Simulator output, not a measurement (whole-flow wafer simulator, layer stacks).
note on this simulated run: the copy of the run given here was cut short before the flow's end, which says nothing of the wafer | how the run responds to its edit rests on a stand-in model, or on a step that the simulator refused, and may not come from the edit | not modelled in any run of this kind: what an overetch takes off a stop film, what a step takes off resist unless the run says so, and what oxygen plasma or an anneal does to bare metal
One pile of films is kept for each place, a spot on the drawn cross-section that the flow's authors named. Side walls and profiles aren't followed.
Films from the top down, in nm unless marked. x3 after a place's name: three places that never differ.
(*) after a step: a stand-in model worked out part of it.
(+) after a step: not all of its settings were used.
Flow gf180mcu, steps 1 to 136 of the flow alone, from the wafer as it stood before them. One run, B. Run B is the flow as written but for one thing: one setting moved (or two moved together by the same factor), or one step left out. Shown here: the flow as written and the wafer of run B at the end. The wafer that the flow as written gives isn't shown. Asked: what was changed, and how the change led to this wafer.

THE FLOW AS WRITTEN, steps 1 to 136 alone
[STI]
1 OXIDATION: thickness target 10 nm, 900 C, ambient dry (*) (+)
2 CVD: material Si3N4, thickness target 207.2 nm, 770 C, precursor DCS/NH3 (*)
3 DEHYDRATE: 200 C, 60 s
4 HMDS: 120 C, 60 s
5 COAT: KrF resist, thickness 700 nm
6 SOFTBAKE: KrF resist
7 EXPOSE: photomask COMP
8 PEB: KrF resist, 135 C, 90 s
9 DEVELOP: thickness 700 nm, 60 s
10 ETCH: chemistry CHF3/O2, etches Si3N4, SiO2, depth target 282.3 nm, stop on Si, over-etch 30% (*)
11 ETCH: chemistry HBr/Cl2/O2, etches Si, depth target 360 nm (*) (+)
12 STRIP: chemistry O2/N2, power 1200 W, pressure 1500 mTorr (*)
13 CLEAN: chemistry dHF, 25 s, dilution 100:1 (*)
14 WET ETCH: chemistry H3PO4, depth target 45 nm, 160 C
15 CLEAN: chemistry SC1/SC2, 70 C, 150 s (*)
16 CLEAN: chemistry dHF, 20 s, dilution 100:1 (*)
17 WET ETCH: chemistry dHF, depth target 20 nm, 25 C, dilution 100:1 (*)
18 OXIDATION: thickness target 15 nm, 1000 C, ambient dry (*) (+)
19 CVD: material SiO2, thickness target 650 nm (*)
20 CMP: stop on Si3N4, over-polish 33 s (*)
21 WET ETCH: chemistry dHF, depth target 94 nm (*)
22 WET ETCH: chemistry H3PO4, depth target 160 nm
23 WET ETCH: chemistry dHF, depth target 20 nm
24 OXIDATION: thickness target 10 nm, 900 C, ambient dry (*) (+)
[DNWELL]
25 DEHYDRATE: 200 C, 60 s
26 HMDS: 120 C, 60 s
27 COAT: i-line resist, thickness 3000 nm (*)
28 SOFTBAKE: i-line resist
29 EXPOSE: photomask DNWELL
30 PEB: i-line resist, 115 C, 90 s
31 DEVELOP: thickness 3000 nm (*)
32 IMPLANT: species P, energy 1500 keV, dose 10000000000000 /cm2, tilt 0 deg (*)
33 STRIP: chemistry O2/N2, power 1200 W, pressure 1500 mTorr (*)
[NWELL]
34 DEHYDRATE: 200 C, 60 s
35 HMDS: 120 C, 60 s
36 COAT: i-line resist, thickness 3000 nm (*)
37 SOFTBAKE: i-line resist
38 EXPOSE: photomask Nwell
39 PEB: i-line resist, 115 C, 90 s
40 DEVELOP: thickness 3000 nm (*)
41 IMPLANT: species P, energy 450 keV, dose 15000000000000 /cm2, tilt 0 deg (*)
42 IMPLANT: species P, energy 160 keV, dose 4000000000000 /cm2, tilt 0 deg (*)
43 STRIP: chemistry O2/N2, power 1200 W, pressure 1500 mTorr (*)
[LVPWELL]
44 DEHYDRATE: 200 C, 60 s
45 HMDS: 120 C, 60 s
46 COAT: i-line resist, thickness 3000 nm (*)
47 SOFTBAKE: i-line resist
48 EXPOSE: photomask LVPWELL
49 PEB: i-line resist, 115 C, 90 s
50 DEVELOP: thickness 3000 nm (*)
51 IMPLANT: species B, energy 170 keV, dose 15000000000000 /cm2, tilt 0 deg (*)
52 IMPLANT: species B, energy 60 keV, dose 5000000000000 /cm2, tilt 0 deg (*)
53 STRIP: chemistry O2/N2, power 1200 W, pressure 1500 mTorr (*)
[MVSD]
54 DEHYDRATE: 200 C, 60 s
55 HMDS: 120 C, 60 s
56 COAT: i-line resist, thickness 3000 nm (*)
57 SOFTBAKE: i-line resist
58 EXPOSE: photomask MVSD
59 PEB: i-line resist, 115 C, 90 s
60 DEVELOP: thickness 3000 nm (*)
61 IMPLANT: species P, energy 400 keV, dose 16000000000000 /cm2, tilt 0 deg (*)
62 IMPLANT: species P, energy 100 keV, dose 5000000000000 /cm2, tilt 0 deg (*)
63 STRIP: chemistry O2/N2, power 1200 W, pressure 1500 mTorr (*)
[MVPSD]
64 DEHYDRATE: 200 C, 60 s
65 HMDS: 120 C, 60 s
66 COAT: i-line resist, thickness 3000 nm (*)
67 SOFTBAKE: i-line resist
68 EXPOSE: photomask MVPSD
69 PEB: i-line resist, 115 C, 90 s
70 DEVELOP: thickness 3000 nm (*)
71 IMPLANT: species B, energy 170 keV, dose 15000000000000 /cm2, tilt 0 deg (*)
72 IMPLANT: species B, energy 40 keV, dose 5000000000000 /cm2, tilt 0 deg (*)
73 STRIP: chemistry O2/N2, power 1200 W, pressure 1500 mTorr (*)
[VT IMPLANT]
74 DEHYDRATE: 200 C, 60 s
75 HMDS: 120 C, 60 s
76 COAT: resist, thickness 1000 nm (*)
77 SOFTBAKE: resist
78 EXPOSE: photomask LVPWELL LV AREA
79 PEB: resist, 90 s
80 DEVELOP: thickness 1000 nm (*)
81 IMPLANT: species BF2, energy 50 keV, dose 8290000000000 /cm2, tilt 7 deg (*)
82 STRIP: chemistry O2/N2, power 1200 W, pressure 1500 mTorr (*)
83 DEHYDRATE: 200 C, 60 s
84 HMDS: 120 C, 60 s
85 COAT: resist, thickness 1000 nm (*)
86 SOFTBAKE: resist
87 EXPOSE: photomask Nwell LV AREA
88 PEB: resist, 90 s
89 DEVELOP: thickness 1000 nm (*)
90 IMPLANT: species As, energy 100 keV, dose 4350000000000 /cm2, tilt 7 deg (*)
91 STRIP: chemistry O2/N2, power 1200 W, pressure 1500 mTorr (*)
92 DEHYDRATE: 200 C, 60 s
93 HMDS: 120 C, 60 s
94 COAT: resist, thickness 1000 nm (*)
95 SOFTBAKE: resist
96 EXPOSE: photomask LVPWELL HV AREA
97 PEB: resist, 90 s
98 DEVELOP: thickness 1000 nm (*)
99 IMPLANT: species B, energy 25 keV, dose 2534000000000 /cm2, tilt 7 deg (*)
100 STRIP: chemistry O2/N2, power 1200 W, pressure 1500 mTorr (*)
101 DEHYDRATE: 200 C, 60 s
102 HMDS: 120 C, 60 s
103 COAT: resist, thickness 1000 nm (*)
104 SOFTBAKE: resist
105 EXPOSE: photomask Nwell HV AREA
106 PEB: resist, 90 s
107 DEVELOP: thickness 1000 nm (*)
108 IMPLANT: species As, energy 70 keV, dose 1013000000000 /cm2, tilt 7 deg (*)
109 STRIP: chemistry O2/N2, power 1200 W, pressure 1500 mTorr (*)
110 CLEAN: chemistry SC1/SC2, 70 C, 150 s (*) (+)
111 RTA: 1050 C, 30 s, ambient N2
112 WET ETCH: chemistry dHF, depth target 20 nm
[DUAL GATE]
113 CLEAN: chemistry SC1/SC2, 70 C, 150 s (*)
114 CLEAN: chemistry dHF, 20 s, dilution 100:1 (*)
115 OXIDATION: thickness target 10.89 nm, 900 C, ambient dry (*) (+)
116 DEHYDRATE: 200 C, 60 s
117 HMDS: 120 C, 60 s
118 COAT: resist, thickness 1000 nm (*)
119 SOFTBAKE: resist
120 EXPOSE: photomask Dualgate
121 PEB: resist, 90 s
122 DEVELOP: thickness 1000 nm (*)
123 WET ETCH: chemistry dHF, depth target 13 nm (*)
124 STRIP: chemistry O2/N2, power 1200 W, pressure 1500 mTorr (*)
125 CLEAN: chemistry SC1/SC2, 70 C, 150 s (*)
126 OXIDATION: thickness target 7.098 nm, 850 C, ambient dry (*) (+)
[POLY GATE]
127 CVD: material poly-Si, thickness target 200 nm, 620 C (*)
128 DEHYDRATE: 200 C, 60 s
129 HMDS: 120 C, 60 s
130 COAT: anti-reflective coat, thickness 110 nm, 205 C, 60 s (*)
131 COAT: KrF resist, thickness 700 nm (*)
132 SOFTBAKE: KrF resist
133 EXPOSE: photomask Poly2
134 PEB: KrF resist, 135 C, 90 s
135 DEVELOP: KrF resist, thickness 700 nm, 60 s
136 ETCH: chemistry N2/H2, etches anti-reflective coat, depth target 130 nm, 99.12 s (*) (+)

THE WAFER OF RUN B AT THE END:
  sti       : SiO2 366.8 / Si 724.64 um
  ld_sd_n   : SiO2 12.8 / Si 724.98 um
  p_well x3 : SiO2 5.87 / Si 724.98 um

The cause: step 127, CVD: material poly-Si, thickness target 200 nm, 620 C (*), was left out.

How the change led to this, step by step:
  130 COAT: anti-reflective coat, thickness 110 nm, 205 C, 60 s (*)
      field__w6: anti-reflective coat +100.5 (new film) (as written it would be: anti-reflective coat +104.7 (new film))
  136 ETCH: chemistry N2/H2, etches anti-reflective coat, depth target 130 nm, 99.12 s (*) (+)
      sti, mim_1p0 x3: anti-reflective coat -105.8 (all of it), SiO2 -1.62 (as written it would be: anti-reflective coat -105.8 (all of it), poly-Si -1.62)
      p_well x3: anti-reflective coat -121 (all of it), SiO2 -1.23 (as written it would be: anti-reflective coat -121 (all of it), poly-Si -1.23)
      (and at 57 more places)
